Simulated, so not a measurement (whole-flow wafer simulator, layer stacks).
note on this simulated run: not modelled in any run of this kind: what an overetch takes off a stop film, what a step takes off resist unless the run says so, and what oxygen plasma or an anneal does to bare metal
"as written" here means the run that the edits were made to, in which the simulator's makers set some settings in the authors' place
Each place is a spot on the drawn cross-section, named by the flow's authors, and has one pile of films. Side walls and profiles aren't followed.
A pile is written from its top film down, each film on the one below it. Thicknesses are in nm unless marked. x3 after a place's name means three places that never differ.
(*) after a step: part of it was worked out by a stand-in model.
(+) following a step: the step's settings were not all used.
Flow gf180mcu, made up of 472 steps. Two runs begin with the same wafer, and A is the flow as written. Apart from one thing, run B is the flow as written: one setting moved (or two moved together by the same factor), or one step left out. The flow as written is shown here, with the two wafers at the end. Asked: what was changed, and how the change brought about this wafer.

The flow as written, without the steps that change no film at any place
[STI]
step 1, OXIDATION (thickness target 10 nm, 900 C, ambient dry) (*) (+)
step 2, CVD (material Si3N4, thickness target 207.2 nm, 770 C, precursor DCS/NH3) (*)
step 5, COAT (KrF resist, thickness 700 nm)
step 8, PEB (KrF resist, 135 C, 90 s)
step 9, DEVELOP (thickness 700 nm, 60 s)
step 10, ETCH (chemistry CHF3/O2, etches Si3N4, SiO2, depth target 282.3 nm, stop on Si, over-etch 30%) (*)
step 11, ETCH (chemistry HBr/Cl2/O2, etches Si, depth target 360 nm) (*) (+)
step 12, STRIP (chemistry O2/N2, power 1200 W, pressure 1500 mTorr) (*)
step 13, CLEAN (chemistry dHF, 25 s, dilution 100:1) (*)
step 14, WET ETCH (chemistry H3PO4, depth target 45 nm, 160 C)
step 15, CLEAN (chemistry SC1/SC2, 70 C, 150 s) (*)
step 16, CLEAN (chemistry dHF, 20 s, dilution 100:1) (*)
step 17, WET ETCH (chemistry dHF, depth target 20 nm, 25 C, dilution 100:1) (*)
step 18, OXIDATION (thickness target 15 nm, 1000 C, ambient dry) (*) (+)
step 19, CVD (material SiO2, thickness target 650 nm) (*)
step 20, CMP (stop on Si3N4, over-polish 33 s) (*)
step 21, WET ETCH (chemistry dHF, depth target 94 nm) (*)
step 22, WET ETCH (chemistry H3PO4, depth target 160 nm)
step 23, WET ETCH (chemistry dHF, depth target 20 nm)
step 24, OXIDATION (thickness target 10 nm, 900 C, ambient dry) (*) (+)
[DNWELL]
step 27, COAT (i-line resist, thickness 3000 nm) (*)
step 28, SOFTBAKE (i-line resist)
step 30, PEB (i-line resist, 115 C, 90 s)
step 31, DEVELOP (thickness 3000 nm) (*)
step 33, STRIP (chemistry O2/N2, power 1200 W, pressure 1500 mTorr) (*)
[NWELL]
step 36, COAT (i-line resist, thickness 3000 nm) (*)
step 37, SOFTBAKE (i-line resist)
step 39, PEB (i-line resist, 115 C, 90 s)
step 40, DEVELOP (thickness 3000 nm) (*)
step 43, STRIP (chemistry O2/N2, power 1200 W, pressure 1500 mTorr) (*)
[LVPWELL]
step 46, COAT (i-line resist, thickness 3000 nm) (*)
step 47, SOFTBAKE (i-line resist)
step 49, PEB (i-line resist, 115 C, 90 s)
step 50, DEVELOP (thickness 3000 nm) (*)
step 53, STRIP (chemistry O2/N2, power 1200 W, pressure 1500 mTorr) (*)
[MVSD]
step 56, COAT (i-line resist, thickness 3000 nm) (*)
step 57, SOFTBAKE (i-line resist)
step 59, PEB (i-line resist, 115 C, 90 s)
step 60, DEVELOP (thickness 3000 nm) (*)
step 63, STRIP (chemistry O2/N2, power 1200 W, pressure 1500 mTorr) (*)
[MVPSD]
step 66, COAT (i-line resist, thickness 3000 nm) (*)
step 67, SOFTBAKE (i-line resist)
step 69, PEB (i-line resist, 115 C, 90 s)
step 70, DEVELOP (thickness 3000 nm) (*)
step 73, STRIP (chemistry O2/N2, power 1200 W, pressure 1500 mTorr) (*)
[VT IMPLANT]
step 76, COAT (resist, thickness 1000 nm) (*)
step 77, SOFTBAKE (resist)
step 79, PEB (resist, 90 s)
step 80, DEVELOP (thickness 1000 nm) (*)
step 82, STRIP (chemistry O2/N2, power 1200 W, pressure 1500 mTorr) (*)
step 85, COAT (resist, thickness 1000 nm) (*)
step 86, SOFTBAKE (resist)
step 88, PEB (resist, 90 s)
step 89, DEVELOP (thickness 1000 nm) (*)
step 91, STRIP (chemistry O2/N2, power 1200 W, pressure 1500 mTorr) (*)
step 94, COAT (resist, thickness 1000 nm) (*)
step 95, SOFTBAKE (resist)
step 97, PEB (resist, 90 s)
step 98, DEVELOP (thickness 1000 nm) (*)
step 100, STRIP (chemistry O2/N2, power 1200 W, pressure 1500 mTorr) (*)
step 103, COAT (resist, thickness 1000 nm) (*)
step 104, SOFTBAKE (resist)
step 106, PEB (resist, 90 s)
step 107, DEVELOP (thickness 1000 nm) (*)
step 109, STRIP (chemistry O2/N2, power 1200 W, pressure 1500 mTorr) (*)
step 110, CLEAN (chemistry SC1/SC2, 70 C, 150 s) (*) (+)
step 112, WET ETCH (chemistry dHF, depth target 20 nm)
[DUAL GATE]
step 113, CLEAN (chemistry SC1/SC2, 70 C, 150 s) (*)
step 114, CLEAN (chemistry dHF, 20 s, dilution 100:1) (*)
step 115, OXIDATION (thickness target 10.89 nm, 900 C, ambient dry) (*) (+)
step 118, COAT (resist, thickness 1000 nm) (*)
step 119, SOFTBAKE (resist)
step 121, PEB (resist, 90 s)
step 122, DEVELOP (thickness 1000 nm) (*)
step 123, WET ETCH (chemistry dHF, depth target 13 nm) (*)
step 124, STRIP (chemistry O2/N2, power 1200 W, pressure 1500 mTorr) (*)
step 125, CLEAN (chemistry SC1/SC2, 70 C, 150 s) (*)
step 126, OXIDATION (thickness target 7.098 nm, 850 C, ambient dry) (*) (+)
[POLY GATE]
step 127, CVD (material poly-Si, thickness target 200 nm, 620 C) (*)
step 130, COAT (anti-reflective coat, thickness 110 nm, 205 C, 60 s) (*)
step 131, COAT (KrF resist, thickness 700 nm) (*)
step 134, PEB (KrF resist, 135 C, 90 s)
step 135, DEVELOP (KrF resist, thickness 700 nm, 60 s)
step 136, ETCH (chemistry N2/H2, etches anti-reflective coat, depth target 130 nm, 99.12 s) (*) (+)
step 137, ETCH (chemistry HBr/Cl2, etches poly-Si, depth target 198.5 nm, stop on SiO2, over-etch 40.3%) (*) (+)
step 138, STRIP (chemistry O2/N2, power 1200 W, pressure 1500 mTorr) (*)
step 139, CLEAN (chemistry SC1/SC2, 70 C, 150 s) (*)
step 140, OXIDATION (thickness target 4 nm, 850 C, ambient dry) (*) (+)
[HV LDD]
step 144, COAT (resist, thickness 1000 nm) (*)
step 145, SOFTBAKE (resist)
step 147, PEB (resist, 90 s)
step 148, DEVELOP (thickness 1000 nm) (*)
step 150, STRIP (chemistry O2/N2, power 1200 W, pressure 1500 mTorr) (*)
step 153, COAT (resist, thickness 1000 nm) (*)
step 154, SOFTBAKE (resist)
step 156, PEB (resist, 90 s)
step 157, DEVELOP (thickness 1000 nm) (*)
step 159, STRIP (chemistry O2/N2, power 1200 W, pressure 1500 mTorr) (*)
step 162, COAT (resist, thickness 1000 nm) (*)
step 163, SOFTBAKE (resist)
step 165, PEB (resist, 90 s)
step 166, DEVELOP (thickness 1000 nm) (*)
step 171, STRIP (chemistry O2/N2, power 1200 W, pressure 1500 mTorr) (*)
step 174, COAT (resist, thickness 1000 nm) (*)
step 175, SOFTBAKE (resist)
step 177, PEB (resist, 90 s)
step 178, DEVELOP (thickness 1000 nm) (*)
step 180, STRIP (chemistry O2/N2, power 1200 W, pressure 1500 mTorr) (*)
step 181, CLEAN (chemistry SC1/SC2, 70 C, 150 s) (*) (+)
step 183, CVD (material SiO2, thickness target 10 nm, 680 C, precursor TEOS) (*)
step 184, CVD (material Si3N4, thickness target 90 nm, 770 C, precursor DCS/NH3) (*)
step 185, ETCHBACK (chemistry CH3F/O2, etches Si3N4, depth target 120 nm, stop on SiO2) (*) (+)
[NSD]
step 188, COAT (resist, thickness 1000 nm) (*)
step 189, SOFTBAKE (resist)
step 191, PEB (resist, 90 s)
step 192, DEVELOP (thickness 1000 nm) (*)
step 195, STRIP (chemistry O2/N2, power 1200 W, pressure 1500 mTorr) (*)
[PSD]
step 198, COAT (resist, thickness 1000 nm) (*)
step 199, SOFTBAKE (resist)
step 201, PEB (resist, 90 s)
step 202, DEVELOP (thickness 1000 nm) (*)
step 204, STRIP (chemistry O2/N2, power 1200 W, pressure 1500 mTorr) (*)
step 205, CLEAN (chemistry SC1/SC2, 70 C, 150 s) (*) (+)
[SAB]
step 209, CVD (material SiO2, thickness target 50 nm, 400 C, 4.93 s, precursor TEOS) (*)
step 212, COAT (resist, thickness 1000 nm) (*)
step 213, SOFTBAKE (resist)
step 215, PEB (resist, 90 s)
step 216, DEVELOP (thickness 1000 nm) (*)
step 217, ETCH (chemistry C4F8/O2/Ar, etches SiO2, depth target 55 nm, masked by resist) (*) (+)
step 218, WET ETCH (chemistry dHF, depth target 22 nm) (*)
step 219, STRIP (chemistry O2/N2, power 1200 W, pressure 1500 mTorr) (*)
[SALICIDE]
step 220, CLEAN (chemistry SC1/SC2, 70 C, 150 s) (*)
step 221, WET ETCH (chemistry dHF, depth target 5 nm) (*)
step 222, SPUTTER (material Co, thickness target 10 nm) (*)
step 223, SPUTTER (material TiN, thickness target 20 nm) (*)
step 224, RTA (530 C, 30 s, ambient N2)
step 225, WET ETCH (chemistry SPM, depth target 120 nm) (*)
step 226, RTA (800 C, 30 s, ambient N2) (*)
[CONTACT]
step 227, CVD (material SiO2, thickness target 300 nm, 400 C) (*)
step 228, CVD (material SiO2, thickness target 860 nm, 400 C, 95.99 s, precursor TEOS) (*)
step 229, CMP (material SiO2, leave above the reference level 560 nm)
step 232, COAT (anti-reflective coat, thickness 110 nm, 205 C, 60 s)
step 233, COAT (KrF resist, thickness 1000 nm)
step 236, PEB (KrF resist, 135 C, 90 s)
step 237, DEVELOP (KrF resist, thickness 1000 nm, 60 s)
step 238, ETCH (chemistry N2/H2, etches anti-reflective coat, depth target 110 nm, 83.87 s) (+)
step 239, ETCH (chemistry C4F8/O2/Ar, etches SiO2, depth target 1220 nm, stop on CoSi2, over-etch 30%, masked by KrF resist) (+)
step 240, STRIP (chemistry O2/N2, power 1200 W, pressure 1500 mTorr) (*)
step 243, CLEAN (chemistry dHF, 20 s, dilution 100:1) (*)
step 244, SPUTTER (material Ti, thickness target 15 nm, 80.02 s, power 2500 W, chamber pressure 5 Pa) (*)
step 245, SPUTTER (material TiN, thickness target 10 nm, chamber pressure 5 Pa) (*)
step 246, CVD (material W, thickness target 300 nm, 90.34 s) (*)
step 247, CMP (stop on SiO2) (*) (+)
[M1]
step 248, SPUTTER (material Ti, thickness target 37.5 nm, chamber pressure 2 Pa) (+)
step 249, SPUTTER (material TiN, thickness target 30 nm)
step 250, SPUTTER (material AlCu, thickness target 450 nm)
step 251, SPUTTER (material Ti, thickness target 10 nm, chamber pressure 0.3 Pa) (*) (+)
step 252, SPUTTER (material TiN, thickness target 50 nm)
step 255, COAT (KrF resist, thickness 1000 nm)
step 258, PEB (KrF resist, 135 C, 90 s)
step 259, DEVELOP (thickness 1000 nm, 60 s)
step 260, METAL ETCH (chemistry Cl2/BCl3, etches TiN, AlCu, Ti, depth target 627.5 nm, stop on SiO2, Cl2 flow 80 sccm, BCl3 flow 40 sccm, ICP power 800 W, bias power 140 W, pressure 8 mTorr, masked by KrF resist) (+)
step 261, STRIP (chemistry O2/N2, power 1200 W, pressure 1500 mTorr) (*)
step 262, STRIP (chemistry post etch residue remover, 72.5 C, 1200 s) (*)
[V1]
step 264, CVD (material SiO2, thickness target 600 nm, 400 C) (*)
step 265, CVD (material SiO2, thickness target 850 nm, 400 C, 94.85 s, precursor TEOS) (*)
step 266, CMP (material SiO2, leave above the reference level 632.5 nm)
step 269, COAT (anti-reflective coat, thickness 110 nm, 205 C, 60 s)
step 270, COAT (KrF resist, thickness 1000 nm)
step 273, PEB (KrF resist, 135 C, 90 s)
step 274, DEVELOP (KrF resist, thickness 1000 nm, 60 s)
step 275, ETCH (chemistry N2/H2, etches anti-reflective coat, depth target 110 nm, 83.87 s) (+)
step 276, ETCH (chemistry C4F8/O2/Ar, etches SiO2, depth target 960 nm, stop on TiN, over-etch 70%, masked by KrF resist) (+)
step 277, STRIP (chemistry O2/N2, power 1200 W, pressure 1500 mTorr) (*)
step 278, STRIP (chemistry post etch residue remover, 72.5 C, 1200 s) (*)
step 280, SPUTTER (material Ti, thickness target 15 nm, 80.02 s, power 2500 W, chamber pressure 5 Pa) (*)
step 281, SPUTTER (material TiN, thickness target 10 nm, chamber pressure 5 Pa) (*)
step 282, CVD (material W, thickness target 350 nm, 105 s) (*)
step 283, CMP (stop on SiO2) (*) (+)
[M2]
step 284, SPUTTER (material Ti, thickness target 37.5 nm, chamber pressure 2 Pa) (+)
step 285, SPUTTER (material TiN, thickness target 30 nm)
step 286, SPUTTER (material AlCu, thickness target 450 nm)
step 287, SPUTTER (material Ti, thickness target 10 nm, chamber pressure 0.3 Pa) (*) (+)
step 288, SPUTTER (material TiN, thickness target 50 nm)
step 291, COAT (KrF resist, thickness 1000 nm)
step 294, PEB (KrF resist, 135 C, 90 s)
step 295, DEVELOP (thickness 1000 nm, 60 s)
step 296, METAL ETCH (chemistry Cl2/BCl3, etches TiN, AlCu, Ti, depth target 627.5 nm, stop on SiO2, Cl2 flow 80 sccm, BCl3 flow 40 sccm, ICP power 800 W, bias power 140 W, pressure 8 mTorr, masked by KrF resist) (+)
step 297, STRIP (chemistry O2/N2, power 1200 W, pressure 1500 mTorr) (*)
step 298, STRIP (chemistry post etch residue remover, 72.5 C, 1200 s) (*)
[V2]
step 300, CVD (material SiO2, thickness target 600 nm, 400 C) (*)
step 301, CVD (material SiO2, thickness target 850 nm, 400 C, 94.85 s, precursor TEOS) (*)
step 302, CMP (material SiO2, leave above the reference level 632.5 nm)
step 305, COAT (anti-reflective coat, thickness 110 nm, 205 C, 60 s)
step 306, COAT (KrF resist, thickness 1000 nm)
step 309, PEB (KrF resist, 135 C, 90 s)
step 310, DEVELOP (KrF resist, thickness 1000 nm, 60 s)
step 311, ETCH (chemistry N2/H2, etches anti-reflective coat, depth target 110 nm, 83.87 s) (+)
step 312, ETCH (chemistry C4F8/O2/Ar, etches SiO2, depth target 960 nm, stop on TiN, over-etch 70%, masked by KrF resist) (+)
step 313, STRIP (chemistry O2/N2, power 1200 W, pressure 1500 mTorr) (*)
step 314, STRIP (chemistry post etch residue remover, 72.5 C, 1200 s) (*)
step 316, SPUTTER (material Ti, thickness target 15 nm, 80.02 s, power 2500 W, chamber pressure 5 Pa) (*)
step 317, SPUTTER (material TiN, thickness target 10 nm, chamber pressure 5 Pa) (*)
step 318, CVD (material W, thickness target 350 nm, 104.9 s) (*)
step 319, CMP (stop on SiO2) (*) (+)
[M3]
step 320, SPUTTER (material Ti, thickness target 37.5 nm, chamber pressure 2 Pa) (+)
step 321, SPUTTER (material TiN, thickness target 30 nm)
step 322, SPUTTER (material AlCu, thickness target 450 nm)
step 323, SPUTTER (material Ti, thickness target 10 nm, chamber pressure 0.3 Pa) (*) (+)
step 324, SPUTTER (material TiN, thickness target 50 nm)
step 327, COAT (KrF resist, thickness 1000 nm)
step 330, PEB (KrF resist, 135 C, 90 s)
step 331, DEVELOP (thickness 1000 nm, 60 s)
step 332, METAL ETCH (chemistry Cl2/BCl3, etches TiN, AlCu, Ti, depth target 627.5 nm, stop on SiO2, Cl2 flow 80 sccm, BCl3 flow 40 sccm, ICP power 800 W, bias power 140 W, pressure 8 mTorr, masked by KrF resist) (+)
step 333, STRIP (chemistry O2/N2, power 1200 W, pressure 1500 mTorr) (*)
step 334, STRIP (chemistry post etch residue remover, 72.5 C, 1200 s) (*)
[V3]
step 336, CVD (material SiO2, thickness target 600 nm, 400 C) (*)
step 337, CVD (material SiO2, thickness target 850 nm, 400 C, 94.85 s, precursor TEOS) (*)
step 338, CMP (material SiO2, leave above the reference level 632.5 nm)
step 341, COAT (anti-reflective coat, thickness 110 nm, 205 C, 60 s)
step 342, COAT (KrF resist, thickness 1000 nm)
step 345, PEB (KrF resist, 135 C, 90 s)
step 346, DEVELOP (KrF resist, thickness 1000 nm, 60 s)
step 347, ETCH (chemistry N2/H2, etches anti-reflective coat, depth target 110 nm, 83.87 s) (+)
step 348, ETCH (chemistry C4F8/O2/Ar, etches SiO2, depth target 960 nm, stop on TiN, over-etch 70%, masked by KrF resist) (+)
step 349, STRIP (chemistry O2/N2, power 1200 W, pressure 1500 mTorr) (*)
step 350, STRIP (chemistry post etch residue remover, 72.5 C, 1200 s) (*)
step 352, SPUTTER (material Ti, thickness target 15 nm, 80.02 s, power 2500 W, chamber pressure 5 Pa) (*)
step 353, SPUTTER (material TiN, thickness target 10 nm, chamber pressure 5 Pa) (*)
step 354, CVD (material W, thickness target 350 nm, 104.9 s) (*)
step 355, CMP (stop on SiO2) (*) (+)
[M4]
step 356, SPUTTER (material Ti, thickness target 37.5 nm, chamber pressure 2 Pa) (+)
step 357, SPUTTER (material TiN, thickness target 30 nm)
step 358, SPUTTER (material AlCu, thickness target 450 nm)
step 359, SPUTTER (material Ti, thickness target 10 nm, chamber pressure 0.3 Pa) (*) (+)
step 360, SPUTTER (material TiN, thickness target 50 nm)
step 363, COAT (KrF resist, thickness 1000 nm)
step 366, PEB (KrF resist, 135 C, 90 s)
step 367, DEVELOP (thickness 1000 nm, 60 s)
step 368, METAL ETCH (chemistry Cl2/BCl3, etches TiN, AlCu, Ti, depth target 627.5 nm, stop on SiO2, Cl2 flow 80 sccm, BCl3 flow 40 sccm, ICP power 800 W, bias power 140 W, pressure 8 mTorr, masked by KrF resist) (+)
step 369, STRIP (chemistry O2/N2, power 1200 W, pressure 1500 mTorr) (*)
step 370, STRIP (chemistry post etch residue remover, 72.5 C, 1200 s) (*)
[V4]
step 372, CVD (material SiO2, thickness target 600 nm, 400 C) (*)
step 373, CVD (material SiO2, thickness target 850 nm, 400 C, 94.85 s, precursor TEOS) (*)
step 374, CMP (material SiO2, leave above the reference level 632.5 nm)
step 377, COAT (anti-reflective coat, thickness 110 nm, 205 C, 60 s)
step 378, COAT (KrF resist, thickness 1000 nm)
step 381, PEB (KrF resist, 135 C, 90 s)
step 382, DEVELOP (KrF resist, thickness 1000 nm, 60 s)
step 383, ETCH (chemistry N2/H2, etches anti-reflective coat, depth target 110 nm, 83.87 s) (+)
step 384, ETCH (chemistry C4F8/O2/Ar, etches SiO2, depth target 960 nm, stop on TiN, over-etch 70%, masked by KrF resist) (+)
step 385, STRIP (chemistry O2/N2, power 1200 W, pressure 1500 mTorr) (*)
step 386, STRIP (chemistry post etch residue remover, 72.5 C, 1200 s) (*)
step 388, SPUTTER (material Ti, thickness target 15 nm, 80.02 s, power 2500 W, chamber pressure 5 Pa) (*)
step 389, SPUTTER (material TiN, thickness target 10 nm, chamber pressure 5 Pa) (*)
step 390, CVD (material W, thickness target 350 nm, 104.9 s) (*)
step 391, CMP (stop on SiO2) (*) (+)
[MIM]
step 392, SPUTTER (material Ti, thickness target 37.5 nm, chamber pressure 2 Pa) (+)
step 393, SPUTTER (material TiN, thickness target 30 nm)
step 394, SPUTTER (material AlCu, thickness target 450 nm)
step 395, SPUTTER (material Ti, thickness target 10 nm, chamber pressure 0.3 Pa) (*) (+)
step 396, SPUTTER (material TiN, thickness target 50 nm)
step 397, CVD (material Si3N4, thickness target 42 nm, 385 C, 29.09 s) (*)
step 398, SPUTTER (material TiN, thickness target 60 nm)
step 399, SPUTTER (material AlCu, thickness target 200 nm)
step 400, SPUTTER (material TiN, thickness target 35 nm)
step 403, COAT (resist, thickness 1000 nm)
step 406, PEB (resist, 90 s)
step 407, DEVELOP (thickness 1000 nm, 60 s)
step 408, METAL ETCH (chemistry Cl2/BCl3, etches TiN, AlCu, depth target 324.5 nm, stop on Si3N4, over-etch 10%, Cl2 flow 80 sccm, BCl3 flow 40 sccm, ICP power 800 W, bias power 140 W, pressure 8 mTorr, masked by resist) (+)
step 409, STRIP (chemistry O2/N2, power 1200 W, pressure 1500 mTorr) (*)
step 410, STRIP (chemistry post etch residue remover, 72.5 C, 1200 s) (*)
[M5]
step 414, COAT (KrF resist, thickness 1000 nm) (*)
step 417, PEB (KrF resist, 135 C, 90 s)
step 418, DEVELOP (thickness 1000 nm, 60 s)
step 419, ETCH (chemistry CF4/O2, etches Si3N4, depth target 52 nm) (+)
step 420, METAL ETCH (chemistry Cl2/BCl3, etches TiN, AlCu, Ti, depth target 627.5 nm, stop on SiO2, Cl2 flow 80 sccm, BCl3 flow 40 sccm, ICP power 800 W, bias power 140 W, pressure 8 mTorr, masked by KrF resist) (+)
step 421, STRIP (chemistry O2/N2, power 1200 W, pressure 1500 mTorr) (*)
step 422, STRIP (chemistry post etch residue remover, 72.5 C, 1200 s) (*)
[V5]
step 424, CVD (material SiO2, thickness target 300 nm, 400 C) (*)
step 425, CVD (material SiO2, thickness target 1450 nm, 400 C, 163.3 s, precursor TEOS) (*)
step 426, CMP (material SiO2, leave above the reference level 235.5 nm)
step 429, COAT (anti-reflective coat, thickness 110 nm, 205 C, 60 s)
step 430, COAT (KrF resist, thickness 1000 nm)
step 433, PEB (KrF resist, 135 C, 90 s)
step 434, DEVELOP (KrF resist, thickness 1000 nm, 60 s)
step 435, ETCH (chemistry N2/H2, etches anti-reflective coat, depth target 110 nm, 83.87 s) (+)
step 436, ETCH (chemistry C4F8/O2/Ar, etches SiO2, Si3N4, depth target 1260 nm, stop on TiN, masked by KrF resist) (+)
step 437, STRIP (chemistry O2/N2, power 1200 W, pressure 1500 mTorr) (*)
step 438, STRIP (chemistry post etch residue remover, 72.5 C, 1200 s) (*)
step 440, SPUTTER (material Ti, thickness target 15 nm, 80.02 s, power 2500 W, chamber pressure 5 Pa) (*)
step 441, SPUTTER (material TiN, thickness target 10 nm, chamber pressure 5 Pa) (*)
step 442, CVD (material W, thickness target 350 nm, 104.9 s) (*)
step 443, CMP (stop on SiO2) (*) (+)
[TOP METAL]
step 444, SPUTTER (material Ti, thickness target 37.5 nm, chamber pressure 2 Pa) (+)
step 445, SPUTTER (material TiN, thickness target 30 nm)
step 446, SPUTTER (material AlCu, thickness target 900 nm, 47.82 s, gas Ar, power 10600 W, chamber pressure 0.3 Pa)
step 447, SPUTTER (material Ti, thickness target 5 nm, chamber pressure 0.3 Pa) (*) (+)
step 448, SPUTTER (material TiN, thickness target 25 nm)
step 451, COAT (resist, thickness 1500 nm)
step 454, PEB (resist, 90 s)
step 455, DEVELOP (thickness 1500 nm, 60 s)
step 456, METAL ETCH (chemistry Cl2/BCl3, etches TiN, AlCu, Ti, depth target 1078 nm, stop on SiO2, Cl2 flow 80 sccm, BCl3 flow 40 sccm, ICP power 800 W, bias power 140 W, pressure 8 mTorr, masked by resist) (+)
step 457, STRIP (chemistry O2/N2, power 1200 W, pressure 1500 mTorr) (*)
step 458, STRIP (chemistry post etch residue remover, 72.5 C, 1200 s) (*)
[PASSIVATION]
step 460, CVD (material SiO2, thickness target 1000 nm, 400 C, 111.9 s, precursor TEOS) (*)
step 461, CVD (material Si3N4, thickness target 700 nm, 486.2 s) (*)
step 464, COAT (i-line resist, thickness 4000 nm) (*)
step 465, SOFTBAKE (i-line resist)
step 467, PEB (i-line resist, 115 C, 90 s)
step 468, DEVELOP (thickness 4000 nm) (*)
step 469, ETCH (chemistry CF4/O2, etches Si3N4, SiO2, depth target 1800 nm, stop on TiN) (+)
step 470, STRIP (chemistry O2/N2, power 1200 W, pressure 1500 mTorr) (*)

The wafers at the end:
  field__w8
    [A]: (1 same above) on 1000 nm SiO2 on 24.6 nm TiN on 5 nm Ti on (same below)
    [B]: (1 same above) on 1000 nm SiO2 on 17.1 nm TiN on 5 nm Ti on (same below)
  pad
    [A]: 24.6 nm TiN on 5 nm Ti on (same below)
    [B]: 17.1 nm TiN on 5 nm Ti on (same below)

The reason: step 448, SPUTTER: thickness target 17.5 nm was run, though the flow has thickness target 25 nm.

How this came from the change, step by step:
  step 448, SPUTTER (material TiN, thickness target 25 nm)
      field, field__w1, field__w2 and 109 more: A TiN gains 25 (new film) | B TiN gains 17.5 (new film)
  step 456, METAL ETCH (chemistry Cl2/BCl3, etches TiN, AlCu, Ti, depth target 1078 nm, stop on SiO2, Cl2 flow 80 sccm, BCl3 flow 40 sccm, ICP power 800 W, bias power 140 W, pressure 8 mTorr, masked by resist) (+)
      field, field__w1, field__w2 and 103 more: A TiN loses 25 (all of it), Ti loses 5 (all of it), AlCu loses 900 (all of it), TiN loses 30 (all of it), Ti loses 37.5 (all of it) | B TiN loses 17.5 (all of it), Ti loses 5 (all of it), AlCu loses 900 (all of it), TiN loses 30 (all of it), Ti loses 37.5 (all of it)
